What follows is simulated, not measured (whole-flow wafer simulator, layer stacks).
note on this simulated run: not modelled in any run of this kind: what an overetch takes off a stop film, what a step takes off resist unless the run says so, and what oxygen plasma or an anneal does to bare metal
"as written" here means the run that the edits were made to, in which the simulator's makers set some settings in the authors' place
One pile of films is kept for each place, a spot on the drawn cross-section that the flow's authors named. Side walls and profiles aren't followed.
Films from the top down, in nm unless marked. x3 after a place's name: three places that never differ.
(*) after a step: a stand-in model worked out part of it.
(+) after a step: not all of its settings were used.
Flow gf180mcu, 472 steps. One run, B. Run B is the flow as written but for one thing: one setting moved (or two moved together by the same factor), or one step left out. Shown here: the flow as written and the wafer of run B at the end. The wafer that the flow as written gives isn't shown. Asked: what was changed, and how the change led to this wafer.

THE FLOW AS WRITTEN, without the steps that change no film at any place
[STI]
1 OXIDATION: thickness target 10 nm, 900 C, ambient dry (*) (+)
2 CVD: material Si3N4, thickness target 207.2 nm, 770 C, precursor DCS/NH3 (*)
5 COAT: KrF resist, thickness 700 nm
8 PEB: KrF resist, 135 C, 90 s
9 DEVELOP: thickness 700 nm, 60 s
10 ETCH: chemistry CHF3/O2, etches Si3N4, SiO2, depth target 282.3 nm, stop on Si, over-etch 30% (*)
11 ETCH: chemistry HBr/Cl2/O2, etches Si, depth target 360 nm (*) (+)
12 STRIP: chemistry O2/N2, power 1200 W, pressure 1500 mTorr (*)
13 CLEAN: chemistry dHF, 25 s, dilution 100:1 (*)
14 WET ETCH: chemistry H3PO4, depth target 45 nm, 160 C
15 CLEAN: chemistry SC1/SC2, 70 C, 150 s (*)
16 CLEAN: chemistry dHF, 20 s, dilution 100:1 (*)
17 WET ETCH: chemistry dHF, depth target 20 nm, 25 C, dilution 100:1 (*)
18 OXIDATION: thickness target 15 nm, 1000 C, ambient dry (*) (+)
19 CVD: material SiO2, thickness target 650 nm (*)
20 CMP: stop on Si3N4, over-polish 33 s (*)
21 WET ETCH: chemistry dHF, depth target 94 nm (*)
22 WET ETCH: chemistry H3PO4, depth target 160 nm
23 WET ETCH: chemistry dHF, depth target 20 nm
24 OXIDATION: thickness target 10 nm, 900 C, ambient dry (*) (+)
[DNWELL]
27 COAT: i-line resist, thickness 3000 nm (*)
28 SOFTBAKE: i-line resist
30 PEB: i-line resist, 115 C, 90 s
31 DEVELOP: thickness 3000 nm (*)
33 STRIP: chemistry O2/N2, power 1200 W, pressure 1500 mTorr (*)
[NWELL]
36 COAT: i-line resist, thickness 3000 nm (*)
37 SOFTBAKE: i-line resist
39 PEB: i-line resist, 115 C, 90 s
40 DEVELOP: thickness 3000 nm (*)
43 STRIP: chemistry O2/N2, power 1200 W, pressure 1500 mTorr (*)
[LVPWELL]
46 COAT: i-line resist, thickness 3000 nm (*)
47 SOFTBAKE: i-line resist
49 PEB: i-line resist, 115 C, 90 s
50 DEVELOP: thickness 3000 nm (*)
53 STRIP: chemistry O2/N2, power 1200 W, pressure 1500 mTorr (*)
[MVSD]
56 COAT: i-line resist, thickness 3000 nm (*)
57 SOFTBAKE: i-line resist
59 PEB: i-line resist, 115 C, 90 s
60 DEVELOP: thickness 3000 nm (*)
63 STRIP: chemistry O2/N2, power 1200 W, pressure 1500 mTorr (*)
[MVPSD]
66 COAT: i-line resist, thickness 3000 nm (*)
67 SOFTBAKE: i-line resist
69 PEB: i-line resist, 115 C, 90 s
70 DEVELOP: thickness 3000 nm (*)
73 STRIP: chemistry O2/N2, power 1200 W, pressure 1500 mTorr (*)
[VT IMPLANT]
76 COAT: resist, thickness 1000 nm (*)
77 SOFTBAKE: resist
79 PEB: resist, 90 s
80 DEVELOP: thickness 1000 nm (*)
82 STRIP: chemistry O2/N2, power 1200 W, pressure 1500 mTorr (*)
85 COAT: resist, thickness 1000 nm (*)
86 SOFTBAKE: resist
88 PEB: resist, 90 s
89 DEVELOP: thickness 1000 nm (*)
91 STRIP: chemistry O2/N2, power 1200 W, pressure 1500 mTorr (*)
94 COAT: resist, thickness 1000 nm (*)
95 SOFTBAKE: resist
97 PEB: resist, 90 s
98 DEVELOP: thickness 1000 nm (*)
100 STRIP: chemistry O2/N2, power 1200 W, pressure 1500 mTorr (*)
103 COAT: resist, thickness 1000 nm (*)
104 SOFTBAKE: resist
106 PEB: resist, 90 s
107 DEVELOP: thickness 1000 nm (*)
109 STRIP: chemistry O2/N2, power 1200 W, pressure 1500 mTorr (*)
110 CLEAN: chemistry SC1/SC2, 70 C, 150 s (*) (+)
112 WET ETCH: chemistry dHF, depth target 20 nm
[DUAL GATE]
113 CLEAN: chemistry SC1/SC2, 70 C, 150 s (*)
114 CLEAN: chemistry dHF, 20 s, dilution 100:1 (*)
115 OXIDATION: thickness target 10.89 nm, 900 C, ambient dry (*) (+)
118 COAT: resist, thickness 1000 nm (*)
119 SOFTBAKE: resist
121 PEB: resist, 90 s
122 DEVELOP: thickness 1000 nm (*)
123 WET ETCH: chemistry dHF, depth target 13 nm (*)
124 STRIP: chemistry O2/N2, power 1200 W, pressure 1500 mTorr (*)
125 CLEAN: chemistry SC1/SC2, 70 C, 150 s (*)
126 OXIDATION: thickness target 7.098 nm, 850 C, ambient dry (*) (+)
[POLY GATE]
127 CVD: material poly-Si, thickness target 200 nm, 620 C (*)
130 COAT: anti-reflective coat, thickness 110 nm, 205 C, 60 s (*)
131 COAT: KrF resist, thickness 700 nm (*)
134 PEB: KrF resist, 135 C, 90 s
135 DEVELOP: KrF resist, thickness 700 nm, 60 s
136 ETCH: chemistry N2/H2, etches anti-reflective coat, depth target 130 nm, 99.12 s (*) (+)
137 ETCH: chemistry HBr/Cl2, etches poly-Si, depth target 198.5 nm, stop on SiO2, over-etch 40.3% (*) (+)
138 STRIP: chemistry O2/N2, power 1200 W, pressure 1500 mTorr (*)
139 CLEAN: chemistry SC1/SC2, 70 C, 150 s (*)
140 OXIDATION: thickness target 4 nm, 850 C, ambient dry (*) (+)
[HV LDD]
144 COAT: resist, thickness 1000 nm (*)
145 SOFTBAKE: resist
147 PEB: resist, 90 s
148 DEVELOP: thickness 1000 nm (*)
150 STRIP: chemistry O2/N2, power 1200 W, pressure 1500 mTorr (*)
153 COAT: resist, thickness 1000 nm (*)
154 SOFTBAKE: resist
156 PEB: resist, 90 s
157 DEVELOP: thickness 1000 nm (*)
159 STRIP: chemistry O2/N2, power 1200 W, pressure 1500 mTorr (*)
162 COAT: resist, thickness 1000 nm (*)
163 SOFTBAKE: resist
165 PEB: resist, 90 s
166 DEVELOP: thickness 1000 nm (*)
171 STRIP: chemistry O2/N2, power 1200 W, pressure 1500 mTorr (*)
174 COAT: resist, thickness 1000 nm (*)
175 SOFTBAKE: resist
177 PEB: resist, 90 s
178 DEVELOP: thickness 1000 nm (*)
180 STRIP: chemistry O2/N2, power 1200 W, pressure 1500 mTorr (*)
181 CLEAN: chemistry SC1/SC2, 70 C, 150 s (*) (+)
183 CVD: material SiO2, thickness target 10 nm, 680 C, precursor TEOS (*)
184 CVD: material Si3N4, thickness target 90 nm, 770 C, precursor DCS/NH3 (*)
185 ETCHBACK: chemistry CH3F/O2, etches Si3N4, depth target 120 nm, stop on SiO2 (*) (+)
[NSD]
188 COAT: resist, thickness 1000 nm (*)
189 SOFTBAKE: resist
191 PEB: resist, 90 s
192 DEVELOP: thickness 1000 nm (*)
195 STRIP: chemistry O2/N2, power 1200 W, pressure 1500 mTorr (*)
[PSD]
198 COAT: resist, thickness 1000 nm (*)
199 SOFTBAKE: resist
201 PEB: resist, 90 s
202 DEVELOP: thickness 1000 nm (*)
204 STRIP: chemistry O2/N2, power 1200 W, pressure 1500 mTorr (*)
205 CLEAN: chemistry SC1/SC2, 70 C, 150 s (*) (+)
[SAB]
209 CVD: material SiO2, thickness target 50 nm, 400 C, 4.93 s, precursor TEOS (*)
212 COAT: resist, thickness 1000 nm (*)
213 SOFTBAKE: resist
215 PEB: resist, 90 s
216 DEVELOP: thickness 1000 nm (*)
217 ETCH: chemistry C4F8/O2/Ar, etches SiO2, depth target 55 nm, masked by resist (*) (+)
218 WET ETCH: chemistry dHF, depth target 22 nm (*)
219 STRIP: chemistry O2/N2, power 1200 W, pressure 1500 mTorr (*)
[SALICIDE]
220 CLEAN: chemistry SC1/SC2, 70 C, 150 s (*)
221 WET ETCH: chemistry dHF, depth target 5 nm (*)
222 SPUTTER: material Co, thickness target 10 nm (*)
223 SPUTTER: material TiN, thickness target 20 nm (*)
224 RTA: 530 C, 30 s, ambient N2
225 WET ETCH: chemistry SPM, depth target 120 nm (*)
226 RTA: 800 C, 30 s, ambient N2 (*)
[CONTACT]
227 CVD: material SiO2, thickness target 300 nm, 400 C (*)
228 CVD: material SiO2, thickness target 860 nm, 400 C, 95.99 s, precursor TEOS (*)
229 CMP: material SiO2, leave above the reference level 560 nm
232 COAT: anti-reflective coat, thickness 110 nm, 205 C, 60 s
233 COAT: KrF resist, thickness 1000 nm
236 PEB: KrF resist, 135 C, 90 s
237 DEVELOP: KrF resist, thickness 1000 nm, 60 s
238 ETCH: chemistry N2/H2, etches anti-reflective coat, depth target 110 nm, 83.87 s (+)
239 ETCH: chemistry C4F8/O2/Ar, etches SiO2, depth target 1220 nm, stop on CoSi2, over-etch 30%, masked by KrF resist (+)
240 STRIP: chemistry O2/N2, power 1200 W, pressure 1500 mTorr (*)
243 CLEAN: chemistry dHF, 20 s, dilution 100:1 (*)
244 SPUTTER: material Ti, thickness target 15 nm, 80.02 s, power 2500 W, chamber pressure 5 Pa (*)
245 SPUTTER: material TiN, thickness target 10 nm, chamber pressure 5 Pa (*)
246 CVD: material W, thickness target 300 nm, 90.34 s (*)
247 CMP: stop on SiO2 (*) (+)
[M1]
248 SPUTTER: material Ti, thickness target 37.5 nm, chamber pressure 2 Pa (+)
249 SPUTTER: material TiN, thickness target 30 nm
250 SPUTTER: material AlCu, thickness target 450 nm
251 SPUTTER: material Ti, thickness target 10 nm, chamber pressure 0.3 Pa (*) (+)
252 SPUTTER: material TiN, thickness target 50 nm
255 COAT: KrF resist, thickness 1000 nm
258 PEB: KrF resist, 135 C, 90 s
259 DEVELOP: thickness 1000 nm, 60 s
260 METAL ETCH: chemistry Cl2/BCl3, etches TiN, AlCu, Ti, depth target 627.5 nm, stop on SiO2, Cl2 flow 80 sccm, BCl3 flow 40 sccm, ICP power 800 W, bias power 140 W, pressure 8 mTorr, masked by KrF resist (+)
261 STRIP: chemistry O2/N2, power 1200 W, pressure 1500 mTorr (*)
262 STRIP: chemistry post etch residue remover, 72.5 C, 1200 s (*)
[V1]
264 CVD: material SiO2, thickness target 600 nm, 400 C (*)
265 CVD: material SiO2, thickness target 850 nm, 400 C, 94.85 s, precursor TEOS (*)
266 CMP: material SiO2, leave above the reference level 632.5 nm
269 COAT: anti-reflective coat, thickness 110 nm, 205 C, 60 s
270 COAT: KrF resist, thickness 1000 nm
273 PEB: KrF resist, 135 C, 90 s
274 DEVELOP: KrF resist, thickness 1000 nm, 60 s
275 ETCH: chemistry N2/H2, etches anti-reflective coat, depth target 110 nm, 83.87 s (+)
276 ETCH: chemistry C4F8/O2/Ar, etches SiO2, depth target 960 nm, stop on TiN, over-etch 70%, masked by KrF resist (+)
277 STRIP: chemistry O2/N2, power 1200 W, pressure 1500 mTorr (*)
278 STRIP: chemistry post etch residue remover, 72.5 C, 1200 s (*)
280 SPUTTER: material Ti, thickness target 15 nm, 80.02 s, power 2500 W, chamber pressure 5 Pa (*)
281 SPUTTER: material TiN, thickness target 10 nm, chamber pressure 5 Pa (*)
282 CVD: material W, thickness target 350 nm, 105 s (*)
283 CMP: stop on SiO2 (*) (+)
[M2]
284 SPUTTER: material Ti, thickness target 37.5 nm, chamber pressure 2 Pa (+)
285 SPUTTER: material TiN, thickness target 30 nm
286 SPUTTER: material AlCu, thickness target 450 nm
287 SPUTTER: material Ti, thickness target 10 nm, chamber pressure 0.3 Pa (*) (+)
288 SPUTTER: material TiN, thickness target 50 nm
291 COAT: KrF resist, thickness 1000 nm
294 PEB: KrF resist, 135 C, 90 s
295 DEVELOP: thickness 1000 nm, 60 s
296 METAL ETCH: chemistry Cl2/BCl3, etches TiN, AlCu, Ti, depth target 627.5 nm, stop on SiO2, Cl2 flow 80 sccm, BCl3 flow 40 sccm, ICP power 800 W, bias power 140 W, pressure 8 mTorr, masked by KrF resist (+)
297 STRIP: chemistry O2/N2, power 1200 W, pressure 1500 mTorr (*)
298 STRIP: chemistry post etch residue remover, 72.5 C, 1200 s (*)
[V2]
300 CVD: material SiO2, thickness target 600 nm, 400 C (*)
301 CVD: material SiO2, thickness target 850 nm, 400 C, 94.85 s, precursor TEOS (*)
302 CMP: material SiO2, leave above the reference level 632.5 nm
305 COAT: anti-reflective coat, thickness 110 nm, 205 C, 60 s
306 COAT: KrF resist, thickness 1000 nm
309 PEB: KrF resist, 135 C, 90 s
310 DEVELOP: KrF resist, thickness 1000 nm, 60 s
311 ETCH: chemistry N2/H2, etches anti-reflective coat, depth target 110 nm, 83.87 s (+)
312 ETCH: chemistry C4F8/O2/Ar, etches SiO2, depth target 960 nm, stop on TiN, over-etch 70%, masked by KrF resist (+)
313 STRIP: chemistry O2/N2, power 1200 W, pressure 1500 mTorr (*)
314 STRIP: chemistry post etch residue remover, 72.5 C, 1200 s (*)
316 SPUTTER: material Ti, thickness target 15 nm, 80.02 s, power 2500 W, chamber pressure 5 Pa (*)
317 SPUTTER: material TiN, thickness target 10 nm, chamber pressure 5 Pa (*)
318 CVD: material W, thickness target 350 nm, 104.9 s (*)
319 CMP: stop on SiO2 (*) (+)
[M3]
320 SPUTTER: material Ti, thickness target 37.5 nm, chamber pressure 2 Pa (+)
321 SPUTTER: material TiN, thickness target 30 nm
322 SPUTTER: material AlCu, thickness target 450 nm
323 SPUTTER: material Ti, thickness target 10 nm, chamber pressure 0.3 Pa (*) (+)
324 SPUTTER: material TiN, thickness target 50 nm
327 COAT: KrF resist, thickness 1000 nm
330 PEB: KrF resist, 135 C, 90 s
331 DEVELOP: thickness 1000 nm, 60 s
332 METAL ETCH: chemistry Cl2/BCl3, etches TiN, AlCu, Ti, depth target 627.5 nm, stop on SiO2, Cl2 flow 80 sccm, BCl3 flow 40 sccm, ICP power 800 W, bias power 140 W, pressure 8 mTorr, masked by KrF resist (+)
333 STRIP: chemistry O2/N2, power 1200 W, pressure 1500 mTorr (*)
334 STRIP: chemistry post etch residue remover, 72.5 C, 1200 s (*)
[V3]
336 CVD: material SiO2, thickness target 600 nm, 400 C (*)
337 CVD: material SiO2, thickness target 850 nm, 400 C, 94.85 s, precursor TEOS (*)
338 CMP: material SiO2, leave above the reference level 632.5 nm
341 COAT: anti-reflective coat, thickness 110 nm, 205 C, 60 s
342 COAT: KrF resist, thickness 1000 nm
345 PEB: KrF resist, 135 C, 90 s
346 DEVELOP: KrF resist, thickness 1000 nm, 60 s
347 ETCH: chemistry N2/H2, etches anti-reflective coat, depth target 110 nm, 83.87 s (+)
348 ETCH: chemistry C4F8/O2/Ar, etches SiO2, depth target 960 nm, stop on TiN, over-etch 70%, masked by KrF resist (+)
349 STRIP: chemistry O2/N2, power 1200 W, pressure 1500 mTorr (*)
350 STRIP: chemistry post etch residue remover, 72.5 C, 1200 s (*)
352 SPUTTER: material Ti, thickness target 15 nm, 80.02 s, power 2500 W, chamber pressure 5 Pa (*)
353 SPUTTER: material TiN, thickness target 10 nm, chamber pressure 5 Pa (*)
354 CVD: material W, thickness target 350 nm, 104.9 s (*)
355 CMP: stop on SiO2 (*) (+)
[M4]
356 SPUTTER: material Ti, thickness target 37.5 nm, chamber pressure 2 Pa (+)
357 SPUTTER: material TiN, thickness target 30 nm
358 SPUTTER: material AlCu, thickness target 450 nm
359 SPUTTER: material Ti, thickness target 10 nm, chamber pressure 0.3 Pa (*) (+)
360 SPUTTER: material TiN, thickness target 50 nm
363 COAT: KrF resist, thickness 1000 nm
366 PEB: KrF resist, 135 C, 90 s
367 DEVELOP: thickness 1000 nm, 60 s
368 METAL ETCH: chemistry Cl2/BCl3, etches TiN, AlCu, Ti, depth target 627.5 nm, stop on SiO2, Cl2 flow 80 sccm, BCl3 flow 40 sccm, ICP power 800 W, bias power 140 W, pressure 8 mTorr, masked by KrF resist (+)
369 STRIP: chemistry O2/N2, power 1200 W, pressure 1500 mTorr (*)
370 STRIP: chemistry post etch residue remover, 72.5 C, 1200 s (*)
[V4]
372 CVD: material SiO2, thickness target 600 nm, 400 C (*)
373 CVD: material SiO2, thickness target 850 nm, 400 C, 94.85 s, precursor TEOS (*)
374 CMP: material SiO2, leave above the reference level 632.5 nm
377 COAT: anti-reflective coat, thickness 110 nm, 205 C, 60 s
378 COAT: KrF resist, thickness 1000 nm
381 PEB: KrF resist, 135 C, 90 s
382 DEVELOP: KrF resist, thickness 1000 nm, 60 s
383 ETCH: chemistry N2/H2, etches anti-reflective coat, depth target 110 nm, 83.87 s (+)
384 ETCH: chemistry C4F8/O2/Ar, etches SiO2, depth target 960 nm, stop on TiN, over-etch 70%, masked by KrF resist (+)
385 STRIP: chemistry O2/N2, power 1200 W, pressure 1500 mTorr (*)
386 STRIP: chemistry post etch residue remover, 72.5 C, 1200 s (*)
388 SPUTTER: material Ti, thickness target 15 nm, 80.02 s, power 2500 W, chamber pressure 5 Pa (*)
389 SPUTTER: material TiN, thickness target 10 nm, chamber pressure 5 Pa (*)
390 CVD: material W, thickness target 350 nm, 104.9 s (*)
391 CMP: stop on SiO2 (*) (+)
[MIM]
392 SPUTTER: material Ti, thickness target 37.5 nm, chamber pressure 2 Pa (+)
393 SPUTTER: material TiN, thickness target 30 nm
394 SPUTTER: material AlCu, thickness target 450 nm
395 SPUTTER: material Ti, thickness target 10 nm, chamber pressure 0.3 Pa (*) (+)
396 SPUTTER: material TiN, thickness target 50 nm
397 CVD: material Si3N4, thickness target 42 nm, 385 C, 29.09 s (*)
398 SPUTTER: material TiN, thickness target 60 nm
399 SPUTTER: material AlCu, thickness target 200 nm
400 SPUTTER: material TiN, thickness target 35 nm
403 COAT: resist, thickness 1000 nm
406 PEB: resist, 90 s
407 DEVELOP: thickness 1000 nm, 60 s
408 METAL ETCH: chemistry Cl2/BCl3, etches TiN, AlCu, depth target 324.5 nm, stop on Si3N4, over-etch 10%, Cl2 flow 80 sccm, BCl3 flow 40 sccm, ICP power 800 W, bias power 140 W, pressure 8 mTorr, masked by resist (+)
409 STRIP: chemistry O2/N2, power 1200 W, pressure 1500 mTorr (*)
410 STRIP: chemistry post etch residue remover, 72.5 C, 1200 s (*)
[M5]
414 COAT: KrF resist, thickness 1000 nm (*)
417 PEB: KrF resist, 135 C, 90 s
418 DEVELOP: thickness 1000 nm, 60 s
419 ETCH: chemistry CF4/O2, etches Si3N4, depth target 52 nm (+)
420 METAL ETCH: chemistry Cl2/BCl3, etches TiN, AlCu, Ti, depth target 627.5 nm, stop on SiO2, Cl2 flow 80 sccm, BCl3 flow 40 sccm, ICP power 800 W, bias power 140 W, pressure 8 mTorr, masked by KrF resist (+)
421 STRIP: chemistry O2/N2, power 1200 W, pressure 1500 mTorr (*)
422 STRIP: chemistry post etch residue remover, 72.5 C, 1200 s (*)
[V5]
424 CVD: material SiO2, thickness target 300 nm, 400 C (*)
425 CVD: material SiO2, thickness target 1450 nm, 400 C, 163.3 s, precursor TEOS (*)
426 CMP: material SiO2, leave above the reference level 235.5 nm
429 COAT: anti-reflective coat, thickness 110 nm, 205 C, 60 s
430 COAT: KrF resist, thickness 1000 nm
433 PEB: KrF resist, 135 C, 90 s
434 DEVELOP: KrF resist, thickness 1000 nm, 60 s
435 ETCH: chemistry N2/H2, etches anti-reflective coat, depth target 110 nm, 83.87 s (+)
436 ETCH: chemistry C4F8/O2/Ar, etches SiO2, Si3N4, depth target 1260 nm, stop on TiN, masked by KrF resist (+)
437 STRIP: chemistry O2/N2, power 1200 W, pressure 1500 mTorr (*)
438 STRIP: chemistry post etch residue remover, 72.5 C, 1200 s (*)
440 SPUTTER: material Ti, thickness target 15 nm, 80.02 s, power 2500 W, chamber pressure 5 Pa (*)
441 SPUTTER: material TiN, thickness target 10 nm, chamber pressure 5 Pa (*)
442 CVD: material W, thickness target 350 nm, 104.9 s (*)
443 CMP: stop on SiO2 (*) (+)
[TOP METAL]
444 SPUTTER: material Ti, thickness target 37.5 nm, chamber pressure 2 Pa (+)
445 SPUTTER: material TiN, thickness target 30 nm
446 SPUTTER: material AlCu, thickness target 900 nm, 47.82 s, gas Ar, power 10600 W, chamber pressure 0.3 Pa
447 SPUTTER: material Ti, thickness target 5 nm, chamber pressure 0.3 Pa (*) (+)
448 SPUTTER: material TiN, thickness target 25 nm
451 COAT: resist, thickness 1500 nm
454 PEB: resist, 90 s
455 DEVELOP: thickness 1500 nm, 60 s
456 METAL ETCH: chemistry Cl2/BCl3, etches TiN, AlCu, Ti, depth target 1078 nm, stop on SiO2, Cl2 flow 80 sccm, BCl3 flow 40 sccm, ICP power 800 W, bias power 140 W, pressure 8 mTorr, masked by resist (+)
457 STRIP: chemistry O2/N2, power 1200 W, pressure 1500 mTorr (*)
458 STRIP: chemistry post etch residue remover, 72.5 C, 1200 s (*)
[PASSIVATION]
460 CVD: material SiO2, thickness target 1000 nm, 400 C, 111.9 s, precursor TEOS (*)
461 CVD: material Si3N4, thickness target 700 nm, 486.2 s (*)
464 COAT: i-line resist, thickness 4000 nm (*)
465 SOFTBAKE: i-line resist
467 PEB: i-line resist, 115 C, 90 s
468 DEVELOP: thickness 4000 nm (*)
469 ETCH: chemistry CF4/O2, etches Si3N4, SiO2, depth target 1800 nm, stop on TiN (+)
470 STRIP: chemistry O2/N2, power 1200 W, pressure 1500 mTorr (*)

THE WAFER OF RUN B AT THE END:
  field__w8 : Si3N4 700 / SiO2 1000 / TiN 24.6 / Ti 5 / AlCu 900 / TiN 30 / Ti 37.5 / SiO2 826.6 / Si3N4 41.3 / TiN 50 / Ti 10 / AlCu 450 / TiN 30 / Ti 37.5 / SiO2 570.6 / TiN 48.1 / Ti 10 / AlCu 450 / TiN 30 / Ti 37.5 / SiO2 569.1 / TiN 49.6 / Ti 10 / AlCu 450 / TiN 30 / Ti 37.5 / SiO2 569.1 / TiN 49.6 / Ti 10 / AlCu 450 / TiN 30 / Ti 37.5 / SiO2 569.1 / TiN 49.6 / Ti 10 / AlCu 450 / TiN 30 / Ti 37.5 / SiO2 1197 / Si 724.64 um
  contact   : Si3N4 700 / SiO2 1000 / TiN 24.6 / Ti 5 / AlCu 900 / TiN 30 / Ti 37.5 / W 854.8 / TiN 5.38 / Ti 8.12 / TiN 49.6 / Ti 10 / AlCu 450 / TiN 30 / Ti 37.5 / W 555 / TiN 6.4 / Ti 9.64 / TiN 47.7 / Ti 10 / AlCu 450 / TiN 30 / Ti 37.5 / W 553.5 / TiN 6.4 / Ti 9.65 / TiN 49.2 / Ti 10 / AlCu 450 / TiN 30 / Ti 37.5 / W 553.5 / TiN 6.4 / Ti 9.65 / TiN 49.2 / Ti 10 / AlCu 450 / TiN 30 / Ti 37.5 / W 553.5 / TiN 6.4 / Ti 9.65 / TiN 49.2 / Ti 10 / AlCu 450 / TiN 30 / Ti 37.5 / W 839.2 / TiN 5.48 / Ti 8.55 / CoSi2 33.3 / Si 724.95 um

The cause: step 360, SPUTTER: thickness target 48.5 nm was run, where the flow has thickness target 50 nm.

How the change led to this, step by step:
  360 SPUTTER: material TiN, thickness target 50 nm
      field, field__w1, field__w2 and 108 more: TiN +48.5 (new film) (as written it would be: TiN +50 (new film))
  368 METAL ETCH: chemistry Cl2/BCl3, etches TiN, AlCu, Ti, depth target 627.5 nm, stop on SiO2, Cl2 flow 80 sccm, BCl3 flow 40 sccm, ICP power 800 W, bias power 140 W, pressure 8 mTorr, masked by KrF resist (+)
      field, field__w1, field__w2 and 103 more: TiN -48.5 (all of it), Ti -10 (all of it), AlCu -450 (all of it), TiN -30 (all of it), Ti -37.5 (all of it) (as written it would be: TiN -50 (all of it), Ti -10 (all of it), AlCu -450 (all of it), TiN -30 (all of it), Ti -37.5 (all of it))
